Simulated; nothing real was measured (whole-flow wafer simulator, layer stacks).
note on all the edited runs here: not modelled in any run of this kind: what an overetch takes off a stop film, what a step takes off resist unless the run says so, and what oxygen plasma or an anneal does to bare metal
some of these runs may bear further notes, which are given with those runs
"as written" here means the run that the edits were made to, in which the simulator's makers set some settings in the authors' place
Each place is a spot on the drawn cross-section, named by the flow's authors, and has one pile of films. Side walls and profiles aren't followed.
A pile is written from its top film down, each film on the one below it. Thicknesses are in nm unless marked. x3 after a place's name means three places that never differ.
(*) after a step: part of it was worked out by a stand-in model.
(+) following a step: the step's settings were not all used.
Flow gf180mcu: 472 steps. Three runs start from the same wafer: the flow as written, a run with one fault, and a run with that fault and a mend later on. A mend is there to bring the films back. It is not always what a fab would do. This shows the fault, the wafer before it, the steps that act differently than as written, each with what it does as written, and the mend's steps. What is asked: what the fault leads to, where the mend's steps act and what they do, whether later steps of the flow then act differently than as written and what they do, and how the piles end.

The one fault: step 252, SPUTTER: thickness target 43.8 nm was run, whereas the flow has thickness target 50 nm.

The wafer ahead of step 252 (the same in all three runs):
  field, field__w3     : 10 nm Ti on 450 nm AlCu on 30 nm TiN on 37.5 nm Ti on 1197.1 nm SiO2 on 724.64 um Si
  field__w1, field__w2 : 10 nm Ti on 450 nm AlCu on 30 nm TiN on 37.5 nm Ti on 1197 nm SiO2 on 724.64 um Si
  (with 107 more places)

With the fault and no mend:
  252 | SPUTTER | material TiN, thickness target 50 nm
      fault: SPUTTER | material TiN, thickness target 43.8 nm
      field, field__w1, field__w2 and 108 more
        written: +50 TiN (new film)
        fault: +43.8 TiN (new film)
  Steps further on in the flow that do not act as written (not shown: 5 more steps that differ only slightly, by at most 2% or 0.5 nm, whichever is larger):
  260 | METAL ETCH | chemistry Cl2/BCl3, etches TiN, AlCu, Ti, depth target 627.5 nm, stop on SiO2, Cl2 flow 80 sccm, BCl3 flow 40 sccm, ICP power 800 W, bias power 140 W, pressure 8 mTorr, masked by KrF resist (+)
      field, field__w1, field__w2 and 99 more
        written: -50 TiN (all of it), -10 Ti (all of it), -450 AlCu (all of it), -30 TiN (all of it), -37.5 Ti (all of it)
        fault: -43.8 TiN (all of it), -10 Ti (all of it), -450 AlCu (all of it), -30 TiN (all of it), -37.5 Ti (all of it)
  At field__w8, contact, m1 and 6 more, the piles at the end differ from the flow's by more than 2% or 0.5 nm, whichever is larger.
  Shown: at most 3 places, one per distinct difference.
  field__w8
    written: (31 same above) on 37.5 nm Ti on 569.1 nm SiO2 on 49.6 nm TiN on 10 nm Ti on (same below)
    fault: (31 same above) on 37.5 nm Ti on 575.3 nm SiO2 on 43.4 nm TiN on 10 nm Ti on (same below)
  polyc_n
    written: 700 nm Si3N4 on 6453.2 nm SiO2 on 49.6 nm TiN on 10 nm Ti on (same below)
    fault: 700 nm Si3N4 on 6459.4 nm SiO2 on 43.4 nm TiN on 10 nm Ti on (same below)
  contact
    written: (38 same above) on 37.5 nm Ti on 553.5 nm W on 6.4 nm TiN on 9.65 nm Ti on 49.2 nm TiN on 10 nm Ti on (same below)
    fault: (38 same above) on 37.5 nm Ti on 559.8 nm W on 6.38 nm TiN on 9.62 nm Ti on 43 nm TiN on 10 nm Ti on (same below)

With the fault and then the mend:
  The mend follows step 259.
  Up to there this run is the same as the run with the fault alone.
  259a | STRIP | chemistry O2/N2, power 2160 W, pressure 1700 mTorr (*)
      field__w8, contact, m1 and 6 more
        -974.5 KrF resist (all of it)
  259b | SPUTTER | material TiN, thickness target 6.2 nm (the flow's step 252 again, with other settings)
      field, field__w1, field__w2 and 108 more
        +6.2 TiN
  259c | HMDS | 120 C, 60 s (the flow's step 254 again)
      does not change any film at any place that is followed
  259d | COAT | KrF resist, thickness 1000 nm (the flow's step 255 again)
      field, field__w1, field__w2 and 108 more
        +1000 KrF resist (new film)
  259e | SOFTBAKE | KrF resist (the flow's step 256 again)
      does not change any film at any place that is followed
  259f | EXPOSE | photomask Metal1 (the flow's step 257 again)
      does not change any film at any place that is followed
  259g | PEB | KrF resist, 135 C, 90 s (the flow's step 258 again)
      field, field__w1, field__w2 and 108 more
        -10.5 KrF resist
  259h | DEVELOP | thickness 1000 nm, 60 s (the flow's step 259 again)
      field, field__w1, field__w2 and 99 more
        -989.5 KrF resist (all of it)
      field__w8, contact, m1 and 6 more
        -14.9 KrF resist
  Later steps of the flow that are run all act as written at every place that is followed.
  At every place that both follow, the piles at the end match the flow's.
